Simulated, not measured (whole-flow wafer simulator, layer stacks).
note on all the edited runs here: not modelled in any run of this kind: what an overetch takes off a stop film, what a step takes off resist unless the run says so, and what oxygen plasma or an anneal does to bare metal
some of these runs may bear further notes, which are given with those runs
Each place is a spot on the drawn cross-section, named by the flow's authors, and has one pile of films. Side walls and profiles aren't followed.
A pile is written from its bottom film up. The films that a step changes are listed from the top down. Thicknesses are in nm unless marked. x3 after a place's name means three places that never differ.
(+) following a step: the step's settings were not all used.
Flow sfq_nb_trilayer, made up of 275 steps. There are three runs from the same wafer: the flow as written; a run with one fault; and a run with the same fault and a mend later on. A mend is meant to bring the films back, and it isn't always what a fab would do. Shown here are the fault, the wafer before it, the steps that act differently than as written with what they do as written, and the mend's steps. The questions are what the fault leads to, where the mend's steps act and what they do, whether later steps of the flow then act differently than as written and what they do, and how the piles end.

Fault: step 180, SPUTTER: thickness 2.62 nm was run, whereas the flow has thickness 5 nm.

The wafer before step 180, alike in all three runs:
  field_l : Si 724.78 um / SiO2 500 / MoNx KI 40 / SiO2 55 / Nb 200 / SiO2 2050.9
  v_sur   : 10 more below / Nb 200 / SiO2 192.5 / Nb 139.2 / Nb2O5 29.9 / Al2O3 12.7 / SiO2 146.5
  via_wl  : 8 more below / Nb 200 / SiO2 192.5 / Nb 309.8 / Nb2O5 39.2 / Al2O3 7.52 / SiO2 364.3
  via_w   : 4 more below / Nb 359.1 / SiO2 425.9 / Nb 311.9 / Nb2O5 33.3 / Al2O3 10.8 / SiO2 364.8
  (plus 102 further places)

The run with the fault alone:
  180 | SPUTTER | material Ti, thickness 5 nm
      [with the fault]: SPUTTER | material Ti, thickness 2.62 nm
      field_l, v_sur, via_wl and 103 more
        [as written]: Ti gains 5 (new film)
        [with the fault]: Ti gains 2.62 (new film)
  Later steps of the flow acting differently than as written (20 other steps are not shown; they differ only slightly, by no more than 2% or 0.5 nm, whichever is larger):
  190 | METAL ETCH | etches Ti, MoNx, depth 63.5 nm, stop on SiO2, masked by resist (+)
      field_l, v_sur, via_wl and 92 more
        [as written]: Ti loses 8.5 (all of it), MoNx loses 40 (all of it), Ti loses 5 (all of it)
        [with the fault]: Ti loses 8.5 (all of it), MoNx loses 40 (all of it), Ti loses 2.62 (all of it)
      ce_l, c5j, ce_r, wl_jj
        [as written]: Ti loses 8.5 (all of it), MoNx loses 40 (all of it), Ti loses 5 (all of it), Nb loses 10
        [with the fault]: Ti loses 8.5 (all of it), MoNx loses 40 (all of it), Ti loses 2.62 (all of it), Nb loses 12.4
  By the end, the piles at be_r, r_sur, res, r_end, r5r_line_l, r5r_line_c, r5r_line_r depart from the flow's by more than 2% or 0.5 nm, whichever is larger.
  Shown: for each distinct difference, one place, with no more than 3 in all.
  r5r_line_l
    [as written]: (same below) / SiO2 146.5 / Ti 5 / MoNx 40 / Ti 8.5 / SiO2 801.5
    [with the fault]: (same below) / SiO2 146.5 / Ti 2.62 / MoNx 40 / Ti 8.5 / SiO2 803.9
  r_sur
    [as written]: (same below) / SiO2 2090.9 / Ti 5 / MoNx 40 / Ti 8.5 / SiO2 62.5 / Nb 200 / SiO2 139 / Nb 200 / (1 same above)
    [with the fault]: (same below) / SiO2 2090.9 / Ti 2.62 / MoNx 40 / Ti 8.5 / SiO2 62.5 / Nb 200 / SiO2 141.4 / Nb 200 / (1 same above)
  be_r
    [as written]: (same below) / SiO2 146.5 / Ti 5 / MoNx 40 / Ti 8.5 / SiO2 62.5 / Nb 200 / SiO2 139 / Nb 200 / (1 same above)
    [with the fault]: (same below) / SiO2 146.5 / Ti 2.62 / MoNx 40 / Ti 8.5 / SiO2 62.5 / Nb 200 / SiO2 141.4 / Nb 200 / (1 same above)

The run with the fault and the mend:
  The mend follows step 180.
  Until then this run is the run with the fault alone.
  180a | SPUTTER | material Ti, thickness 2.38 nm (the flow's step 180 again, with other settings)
      field_l, v_sur, via_wl and 103 more
        Ti gains 2.38
  None of the later steps of the flow acts differently than as written at any place that is followed.
  The piles end the same as the flow's at every place that both follow.
